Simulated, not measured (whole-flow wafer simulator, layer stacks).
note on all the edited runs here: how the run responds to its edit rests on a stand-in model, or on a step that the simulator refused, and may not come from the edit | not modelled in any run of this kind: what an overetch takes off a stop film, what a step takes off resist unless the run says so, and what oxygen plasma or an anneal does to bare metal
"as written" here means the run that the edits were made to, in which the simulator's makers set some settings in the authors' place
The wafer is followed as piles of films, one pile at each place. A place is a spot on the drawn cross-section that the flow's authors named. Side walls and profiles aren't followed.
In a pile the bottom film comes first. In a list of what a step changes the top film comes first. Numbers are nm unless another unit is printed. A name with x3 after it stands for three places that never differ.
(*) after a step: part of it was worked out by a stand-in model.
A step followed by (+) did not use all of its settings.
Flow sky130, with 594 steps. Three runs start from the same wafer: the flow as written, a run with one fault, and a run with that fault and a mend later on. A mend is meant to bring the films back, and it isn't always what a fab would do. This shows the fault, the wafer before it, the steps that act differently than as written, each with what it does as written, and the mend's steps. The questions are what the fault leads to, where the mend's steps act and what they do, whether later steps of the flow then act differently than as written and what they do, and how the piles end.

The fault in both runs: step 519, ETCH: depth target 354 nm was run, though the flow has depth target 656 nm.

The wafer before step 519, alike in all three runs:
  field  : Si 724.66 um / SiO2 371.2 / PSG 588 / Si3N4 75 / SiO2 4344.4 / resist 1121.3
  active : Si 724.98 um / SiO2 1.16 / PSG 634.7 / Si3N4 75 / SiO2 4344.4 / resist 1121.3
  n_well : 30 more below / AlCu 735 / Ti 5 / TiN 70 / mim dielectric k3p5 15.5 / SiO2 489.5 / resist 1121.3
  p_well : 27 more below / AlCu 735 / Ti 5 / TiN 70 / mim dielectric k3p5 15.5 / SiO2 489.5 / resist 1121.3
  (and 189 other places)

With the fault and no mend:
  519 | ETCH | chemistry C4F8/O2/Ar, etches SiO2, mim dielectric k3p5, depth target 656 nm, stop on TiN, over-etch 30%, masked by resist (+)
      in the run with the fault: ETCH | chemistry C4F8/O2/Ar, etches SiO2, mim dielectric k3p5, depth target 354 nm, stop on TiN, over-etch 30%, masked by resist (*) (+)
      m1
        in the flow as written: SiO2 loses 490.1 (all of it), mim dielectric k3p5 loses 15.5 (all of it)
        in the run with the fault: SiO2 loses 354
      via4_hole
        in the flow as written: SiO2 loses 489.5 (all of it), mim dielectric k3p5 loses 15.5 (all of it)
        in the run with the fault: SiO2 loses 354
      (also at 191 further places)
  Later steps of the flow acting differently than as written (1 other step is not shown; it differs only slightly, by no more than 2% or 0.5 nm, whichever is larger):
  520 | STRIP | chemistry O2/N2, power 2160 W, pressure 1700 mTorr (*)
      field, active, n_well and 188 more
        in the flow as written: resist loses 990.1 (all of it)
        in the run with the fault: resist loses 1050.5 (all of it)
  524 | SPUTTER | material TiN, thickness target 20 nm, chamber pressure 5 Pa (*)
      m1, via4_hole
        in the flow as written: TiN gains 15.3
        in the run with the fault: TiN gains 16.4 (new film)
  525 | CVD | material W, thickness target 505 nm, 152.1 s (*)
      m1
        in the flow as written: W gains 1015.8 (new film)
        in the run with the fault: W gains 665.9 (new film)
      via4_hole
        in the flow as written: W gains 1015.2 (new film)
        in the run with the fault: W gains 667.6 (new film)
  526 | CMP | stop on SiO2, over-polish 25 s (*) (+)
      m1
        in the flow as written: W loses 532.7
        in the run with the fault: W loses 335.9
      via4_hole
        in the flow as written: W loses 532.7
        in the run with the fault: W loses 337.6
  At m1, via4_hole, the piles at the end differ from the flow's by more than 2% or 0.5 nm, whichever is larger.
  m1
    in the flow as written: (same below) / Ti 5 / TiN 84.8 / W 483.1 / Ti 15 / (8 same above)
    in the run with the fault: (same below) / Ti 5 / TiN 70 / mim dielectric k3p5 15.5 / SiO2 136.1 / TiN 16.4 / W 330 / Ti 15 / (8 same above)
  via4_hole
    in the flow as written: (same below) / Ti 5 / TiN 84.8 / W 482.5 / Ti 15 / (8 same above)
    in the run with the fault: (same below) / Ti 5 / TiN 70 / mim dielectric k3p5 15.5 / SiO2 135.5 / TiN 16.4 / W 330 / Ti 15 / (8 same above)

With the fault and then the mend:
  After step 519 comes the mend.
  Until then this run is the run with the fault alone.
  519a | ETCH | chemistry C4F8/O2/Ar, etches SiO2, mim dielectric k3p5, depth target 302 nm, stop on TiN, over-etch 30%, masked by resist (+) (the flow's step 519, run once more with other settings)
      field, active, n_well and 188 more
        resist loses 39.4
      m1
        SiO2 loses 136.1 (all of it), mim dielectric k3p5 loses 15.5 (all of it)
      via4_hole
        SiO2 loses 135.5 (all of it), mim dielectric k3p5 loses 15.5 (all of it)
  Later steps of the flow acting differently than as written:
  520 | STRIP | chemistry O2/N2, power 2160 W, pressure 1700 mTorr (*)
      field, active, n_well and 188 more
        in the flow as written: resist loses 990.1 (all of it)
        in the run with the mend: resist loses 1011.1 (all of it)
  By the end, the piles equal the flow's at every place that both follow.
